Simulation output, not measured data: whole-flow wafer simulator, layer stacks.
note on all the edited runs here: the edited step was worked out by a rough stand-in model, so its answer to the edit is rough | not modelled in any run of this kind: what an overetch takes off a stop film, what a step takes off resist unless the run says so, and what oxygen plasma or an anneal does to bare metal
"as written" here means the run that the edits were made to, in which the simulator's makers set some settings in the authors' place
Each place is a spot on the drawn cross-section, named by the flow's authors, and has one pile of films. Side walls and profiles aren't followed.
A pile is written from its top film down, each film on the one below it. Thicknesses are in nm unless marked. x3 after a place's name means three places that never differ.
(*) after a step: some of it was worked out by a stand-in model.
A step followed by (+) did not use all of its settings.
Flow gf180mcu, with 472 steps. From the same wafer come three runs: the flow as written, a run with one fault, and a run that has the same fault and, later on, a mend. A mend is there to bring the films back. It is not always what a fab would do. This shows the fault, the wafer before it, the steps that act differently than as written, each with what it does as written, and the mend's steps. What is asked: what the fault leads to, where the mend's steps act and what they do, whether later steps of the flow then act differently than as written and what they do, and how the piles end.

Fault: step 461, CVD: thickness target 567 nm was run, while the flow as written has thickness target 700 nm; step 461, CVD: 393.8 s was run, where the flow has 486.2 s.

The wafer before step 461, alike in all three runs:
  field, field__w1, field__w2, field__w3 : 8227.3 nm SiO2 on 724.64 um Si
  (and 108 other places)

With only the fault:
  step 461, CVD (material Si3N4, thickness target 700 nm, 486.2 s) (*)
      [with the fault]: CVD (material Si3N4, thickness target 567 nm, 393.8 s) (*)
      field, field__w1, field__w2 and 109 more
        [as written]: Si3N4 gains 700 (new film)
        [with the fault]: Si3N4 gains 567 (new film)
  Steps later in the flow that act otherwise than as written (4 other steps are not shown; they differ only slightly, by no more than 2% or 0.5 nm, whichever is larger):
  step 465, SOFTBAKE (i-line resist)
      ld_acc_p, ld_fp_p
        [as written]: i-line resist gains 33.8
        [with the fault]: i-line resist gains 33.1
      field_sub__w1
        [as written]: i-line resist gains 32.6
        [with the fault]: i-line resist gains 31.9
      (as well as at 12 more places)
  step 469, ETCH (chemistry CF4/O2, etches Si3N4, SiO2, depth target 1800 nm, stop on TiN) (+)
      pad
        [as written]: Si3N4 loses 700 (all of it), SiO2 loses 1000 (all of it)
        [with the fault]: Si3N4 loses 567 (all of it), SiO2 loses 1000 (all of it)
  The piles end different from the flow's at field, field__w1, field__w2 and 108 more by more than 2% or 0.5 nm, whichever is larger.
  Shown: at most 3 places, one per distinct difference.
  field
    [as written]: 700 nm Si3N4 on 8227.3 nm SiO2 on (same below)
    [with the fault]: 567 nm Si3N4 on 8227.3 nm SiO2 on (same below)
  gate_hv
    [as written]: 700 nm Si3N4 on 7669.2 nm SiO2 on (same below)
    [with the fault]: 567 nm Si3N4 on 7669.2 nm SiO2 on (same below)
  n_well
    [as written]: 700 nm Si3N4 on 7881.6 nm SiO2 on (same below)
    [with the fault]: 567 nm Si3N4 on 7881.6 nm SiO2 on (same below)

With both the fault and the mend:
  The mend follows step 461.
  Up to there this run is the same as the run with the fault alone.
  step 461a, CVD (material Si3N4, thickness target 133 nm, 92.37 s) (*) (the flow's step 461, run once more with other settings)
      field, field__w1, field__w2 and 109 more
        Si3N4 gains 133.1
  Every later step of the flow that is run acts as written, at every place that is followed, to within 2% or 0.5 nm, whichever is larger.
  The piles end only slightly different from the flow's at the places that both follow, by no more than 2% or 0.5 nm, whichever is larger.
